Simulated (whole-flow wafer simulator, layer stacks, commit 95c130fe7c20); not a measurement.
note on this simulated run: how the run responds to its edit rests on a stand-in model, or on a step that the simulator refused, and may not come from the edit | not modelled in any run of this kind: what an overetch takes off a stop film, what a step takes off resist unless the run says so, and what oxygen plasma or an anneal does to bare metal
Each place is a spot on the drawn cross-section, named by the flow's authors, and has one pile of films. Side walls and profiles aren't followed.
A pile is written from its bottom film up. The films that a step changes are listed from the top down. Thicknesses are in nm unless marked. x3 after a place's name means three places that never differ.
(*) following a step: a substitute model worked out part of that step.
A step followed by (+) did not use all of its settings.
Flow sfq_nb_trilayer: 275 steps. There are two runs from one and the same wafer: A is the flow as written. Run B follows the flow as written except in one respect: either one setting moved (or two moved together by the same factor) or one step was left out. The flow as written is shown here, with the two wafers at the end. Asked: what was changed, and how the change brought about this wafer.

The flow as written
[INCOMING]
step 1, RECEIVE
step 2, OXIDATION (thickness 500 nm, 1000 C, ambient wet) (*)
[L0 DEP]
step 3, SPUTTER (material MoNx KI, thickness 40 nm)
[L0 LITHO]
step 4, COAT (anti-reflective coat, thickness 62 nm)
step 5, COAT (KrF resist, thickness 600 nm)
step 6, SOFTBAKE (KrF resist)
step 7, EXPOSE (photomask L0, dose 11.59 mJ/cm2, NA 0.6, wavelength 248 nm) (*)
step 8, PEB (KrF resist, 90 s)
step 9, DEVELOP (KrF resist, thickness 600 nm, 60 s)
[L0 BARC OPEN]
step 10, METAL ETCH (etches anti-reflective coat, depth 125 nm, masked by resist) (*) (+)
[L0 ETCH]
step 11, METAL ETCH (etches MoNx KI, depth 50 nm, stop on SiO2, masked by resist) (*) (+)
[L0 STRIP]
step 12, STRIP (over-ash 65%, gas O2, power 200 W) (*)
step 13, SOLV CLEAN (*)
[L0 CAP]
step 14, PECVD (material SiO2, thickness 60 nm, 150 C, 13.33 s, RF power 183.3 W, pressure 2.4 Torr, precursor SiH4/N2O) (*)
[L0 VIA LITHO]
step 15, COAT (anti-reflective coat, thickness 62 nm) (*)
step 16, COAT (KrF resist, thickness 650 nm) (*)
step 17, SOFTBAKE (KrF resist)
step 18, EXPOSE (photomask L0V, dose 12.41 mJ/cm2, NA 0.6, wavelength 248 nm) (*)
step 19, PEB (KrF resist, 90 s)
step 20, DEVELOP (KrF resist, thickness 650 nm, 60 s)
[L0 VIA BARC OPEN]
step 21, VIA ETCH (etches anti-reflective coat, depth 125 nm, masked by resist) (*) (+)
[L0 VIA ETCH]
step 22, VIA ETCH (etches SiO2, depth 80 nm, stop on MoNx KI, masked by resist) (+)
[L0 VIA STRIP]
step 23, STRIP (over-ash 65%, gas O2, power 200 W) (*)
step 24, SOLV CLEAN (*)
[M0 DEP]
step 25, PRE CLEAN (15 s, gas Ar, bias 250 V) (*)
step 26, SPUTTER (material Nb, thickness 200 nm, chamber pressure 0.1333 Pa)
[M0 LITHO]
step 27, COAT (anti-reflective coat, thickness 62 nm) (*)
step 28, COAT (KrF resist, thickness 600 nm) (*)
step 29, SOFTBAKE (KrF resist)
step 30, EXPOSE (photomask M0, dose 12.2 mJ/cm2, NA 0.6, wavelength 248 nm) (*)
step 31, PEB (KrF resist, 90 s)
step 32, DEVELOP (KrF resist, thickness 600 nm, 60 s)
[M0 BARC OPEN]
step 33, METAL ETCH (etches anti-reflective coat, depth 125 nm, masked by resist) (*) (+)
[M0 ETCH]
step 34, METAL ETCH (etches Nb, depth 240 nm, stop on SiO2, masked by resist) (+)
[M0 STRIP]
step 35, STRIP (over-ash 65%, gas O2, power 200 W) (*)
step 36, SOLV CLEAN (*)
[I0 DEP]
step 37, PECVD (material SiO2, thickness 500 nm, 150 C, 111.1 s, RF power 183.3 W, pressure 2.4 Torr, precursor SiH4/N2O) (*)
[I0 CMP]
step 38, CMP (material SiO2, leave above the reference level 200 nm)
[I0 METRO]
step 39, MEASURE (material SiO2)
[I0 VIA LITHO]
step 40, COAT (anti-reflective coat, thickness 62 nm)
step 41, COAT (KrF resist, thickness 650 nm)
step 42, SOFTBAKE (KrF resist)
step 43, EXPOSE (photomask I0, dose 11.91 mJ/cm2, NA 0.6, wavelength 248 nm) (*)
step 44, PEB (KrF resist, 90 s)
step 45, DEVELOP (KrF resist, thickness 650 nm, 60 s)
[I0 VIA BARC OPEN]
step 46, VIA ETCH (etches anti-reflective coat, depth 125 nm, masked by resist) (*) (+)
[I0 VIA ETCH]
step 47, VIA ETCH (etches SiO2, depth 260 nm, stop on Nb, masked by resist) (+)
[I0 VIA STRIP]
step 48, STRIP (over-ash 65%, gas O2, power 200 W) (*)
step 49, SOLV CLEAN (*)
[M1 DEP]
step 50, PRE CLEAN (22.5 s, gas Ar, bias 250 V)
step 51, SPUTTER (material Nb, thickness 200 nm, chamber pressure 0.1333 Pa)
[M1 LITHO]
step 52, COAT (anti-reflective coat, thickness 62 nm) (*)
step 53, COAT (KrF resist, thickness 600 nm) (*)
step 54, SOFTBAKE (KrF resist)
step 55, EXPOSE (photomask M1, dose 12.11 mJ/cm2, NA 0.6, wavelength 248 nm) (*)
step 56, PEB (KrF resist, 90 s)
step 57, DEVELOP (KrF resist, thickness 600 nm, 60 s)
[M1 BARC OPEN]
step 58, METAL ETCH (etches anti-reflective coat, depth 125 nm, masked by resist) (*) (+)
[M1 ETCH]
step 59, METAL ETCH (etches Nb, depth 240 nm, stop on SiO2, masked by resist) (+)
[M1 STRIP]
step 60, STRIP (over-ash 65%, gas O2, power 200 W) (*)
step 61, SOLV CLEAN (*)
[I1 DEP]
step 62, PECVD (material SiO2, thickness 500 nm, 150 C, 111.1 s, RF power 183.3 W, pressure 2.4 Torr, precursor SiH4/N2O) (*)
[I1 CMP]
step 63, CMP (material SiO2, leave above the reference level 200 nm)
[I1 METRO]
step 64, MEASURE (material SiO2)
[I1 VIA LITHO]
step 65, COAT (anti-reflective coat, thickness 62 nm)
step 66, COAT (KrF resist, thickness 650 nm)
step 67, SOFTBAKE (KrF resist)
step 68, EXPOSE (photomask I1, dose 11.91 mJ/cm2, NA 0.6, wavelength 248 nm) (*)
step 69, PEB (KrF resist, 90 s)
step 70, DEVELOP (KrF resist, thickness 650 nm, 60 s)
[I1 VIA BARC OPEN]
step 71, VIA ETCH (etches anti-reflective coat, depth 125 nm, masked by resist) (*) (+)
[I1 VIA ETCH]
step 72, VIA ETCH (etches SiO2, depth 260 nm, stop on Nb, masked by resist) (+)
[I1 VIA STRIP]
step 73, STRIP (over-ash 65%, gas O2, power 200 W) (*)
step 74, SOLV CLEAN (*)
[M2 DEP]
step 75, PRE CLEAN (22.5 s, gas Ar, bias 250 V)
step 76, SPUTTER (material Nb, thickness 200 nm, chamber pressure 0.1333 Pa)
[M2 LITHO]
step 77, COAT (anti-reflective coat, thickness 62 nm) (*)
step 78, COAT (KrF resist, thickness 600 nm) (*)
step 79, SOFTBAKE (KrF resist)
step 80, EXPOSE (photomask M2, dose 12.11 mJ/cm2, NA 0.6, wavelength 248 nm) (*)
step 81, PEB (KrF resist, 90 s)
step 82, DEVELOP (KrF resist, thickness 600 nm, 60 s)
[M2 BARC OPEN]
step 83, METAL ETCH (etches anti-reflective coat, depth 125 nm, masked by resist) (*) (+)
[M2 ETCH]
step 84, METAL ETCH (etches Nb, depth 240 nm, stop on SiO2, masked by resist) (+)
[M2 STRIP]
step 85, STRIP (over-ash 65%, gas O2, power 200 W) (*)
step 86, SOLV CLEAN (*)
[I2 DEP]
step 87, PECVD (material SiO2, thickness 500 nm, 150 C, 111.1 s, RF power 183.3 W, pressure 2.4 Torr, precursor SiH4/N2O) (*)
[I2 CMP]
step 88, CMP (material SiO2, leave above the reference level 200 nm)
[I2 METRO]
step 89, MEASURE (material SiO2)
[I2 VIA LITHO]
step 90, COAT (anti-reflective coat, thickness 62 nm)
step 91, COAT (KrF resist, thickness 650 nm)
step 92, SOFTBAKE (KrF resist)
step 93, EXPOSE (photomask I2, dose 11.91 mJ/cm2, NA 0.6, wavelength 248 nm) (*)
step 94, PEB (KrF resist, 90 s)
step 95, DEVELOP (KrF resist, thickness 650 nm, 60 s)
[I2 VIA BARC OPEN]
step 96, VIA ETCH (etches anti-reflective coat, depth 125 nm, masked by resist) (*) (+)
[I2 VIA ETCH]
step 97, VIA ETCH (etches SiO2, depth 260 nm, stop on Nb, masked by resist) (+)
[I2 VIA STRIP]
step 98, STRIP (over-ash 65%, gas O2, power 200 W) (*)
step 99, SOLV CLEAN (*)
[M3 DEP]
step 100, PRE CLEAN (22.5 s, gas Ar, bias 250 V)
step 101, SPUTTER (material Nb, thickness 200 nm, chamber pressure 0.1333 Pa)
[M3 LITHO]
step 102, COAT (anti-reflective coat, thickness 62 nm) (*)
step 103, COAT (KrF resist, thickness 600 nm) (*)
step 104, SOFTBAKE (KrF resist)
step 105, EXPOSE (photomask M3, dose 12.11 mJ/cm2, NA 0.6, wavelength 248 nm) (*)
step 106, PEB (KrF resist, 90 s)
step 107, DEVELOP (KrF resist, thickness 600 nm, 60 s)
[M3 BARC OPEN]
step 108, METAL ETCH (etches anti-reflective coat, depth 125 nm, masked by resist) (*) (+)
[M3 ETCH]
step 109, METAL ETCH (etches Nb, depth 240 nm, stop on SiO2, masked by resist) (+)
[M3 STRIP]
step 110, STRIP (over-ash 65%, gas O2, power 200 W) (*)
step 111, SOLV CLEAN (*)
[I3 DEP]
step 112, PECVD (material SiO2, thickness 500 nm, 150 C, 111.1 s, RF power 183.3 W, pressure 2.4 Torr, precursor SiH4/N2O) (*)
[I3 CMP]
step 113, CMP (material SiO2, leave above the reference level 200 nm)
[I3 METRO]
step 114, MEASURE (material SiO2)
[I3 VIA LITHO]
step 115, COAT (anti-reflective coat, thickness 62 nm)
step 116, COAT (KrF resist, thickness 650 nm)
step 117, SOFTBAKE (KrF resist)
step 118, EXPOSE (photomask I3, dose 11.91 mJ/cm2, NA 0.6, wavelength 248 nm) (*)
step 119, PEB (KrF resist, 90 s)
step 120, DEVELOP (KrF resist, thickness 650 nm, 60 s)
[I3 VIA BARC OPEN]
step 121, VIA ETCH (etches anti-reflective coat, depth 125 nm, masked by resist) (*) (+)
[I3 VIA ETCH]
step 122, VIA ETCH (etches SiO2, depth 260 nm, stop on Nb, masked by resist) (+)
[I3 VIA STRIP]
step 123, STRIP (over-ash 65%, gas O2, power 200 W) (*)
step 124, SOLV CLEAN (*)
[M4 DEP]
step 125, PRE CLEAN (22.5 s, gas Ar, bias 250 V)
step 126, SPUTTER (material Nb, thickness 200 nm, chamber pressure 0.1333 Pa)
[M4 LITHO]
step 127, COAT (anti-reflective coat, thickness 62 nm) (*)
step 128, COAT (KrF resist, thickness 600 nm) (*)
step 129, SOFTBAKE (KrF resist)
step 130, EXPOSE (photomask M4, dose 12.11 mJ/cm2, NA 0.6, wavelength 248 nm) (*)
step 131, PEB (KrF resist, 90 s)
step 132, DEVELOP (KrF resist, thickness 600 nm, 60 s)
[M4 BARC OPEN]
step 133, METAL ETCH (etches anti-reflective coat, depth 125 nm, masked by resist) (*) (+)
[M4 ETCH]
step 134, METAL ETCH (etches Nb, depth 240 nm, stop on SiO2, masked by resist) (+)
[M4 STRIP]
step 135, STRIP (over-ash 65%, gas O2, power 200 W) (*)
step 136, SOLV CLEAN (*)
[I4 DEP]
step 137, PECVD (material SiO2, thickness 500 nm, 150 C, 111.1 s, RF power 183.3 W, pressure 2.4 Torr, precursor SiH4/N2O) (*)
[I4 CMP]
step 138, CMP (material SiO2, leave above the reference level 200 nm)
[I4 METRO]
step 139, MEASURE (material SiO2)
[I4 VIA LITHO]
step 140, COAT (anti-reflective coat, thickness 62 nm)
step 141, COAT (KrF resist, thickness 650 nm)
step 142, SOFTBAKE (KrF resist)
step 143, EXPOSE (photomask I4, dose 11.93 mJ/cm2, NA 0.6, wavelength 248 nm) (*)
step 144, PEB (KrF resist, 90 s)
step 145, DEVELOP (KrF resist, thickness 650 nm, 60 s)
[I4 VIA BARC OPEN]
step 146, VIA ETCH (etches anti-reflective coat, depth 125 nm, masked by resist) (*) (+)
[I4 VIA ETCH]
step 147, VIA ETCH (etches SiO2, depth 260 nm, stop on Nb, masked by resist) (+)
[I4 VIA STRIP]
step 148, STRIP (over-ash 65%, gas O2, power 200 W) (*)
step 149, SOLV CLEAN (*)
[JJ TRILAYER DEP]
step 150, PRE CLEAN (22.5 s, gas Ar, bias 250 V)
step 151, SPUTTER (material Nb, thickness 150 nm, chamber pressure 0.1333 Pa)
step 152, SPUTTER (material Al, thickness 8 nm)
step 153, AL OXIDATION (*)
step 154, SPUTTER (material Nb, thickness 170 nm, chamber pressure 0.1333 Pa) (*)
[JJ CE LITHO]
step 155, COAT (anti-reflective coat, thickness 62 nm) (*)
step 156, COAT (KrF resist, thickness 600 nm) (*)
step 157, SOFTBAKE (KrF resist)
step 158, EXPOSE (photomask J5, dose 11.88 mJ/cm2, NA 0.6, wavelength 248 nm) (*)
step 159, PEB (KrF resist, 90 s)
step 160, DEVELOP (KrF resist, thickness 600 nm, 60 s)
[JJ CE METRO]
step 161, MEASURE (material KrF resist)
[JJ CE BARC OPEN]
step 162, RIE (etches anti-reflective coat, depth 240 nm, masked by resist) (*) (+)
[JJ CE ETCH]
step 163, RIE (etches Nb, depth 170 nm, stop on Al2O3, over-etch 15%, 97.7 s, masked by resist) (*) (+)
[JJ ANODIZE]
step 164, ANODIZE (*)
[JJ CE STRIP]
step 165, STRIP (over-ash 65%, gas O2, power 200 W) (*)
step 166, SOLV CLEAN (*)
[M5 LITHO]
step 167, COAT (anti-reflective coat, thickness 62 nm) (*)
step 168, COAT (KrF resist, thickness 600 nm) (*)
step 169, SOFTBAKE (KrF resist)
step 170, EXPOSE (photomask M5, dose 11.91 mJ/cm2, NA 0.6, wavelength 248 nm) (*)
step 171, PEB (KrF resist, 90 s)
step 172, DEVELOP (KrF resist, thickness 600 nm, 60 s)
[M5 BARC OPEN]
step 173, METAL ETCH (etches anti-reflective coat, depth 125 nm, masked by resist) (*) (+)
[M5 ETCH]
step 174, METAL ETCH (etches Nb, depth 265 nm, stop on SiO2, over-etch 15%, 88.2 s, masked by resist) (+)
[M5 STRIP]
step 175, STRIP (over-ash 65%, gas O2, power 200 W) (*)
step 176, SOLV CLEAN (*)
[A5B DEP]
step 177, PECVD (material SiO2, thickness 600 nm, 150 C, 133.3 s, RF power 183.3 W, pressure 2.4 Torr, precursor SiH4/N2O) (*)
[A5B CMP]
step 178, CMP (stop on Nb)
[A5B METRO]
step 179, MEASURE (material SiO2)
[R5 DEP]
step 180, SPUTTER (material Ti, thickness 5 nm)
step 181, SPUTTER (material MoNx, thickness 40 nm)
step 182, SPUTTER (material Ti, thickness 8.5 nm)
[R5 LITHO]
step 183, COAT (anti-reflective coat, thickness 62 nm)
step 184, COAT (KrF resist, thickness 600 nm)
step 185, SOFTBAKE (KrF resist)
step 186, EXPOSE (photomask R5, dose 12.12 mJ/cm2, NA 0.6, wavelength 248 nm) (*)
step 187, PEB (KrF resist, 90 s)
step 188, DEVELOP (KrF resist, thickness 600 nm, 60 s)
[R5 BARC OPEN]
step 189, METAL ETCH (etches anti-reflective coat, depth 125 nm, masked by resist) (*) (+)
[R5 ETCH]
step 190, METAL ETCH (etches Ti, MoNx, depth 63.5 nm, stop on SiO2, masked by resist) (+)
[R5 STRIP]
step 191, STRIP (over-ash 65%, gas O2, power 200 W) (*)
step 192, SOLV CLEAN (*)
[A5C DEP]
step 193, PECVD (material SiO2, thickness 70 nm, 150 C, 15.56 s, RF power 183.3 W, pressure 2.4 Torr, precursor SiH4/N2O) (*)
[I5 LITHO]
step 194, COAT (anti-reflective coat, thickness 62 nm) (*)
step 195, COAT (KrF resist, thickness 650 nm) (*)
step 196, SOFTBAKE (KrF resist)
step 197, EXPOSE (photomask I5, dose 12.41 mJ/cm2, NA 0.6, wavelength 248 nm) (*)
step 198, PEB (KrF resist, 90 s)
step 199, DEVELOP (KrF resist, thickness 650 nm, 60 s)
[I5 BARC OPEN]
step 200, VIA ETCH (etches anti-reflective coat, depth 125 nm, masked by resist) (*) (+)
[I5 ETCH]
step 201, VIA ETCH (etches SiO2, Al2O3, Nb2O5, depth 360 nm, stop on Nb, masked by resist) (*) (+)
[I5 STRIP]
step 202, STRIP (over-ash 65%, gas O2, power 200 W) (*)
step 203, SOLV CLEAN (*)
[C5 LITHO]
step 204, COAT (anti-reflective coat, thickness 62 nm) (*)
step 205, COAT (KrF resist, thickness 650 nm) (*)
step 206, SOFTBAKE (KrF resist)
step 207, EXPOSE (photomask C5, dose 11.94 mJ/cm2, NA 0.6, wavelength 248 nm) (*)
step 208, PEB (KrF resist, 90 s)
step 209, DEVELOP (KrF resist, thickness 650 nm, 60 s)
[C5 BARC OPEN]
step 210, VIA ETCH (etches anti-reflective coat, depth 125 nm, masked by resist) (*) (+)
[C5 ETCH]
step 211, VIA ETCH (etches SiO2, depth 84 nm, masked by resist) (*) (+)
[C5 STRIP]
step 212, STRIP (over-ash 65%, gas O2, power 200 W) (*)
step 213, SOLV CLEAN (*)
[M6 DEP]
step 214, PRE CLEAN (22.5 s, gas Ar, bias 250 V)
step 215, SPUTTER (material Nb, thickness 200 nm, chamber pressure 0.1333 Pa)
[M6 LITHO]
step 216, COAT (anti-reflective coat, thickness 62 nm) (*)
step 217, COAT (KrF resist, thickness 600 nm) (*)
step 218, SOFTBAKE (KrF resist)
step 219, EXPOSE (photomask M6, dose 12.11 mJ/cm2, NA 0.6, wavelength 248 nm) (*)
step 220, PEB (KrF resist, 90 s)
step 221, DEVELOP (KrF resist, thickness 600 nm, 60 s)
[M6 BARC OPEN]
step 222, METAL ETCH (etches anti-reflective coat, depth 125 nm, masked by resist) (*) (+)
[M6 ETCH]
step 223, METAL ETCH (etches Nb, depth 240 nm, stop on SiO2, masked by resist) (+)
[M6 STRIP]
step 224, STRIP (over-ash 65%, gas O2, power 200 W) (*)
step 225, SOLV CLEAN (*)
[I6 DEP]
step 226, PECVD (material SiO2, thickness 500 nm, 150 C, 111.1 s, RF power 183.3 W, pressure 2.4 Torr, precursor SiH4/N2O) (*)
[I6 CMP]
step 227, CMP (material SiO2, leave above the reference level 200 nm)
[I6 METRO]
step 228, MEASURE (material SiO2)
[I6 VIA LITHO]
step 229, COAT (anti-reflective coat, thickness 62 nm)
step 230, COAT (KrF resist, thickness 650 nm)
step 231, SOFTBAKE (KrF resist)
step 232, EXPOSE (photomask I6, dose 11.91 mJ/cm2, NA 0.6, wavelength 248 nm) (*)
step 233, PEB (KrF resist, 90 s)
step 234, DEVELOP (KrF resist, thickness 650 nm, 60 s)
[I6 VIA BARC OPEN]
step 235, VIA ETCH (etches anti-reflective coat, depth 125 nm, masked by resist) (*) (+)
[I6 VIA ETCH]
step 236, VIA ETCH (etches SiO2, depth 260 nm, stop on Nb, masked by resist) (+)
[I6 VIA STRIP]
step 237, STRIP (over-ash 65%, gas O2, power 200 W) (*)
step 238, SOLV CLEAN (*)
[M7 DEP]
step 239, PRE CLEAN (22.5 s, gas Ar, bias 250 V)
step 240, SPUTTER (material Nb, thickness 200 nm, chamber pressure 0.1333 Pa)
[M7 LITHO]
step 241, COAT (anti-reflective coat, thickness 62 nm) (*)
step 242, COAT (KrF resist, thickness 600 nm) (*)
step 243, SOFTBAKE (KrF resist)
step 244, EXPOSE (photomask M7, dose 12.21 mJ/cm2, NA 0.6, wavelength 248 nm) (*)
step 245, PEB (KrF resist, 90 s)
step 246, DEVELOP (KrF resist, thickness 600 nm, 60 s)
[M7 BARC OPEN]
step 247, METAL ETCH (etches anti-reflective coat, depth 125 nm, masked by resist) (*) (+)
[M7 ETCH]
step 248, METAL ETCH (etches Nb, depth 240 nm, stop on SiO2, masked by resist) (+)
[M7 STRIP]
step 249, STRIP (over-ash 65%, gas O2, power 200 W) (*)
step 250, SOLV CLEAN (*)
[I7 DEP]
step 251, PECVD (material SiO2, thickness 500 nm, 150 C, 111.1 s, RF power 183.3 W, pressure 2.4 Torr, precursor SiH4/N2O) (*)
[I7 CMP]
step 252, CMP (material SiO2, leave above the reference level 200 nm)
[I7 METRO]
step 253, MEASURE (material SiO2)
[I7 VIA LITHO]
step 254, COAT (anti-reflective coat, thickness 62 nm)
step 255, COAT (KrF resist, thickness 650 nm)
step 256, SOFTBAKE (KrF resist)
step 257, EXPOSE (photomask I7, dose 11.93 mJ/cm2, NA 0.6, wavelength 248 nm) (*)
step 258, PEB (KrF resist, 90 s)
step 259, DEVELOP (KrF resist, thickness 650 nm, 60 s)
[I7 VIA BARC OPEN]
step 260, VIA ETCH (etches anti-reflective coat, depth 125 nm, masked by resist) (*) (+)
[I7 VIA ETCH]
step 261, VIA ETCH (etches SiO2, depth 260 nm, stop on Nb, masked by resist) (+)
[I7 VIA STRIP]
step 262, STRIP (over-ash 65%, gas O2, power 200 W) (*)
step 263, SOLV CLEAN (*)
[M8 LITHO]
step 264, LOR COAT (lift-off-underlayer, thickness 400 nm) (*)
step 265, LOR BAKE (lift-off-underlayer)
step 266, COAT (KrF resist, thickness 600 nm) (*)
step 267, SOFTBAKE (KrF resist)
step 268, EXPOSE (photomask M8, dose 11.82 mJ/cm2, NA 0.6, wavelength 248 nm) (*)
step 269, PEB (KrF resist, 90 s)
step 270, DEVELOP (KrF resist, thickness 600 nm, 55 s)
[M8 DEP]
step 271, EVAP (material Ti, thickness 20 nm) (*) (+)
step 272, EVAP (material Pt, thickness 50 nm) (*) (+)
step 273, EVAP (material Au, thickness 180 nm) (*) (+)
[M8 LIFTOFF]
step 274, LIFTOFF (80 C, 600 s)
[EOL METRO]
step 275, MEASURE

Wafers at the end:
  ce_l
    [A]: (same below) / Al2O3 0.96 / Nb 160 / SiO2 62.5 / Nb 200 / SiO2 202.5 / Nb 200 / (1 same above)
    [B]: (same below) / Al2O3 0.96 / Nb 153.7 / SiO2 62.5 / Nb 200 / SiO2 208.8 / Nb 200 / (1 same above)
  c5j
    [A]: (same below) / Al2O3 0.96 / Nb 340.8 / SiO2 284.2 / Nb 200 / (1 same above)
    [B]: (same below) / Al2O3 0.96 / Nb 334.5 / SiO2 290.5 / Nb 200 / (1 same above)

What caused this: step 190, METAL ETCH: depth 69.85 nm was run, though the flow has depth 63.5 nm.

How this came from the change, step by step:
  step 190, METAL ETCH (etches Ti, MoNx, depth 63.5 nm, stop on SiO2, masked by resist) (+)
      be_r, r_sur, res, r_end, r5r_line_l, r5r_line_c, r5r_line_r: A -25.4 KrF resist | B -27.9 KrF resist
      ce_l, c5j, ce_r, wl_jj: A -8.5 Ti (all of it), -40 MoNx (all of it), -5 Ti (all of it), -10 Nb | B -8.5 Ti (all of it), -40 MoNx (all of it), -5 Ti (all of it), -16.3 Nb
  step 194, COAT (anti-reflective coat, thickness 62 nm) (*)
      ce_l: A +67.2 anti-reflective coat (new film) | B +70.1 anti-reflective coat (new film)
      c5j: A +64.9 anti-reflective coat (new film) | B +66.7 anti-reflective coat (new film)
      (and at 3 other places as well)
  step 202, STRIP (over-ash 65%, gas O2, power 200 W) (*)
      ce_l: A -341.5 KrF resist (all of it), -67.2 anti-reflective coat (all of it) | B -343.7 KrF resist (all of it), -70.1 anti-reflective coat (all of it)
      c5j: A -345.8 KrF resist (all of it), -64.9 anti-reflective coat (all of it) | B -349.1 KrF resist (all of it), -66.7 anti-reflective coat (all of it)
      (and at 3 other places as well)
  step 204, COAT (anti-reflective coat, thickness 62 nm) (*)
      ce_l: A +66 anti-reflective coat (new film) | B +68.9 anti-reflective coat (new film)
      c5j: A +63.9 anti-reflective coat (new film) | B +65.6 anti-reflective coat (new film)
      (and at 3 other places as well)
  step 210, VIA ETCH (etches anti-reflective coat, depth 125 nm, masked by resist) (*) (+)
      c5j: A -63.9 anti-reflective coat (all of it), -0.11 SiO2 | B -65.6 anti-reflective coat (all of it), -0.1 SiO2
  step 212, STRIP (over-ash 65%, gas O2, power 200 W) (*)
      ce_l: A -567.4 KrF resist (all of it), -66 anti-reflective coat (all of it) | B -569.6 KrF resist (all of it), -68.9 anti-reflective coat (all of it)
      ce_r: A -573.7 KrF resist (all of it), -67.2 anti-reflective coat (all of it) | B -576 KrF resist (all of it), -69.9 anti-reflective coat (all of it)
      (and at 2 other places as well)
  step 216, COAT (anti-reflective coat, thickness 62 nm) (*)
      ce_l: A +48 anti-reflective coat (new film) | B +50.1 anti-reflective coat (new film)
      c5j: A +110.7 anti-reflective coat (new film) | B +113 anti-reflective coat (new film)
      (and at 3 other places as well)
  step 224, STRIP (over-ash 65%, gas O2, power 200 W) (*)
      ce_l: A -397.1 KrF resist (all of it), -48 anti-reflective coat (all of it) | B -400 KrF resist (all of it), -50.1 anti-reflective coat (all of it)
      c5j: A -418.3 KrF resist (all of it), -110.7 anti-reflective coat (all of it) | B -420.9 KrF resist (all of it), -113 anti-reflective coat (all of it)
      (and at 3 other places as well)
  step 227, CMP (material SiO2, leave above the reference level 200 nm)
      ce_l, ce_r, wl_jj: A -290 SiO2 | B -283.6 SiO2
      c5j: A -223 SiO2 | B -216.7 SiO2
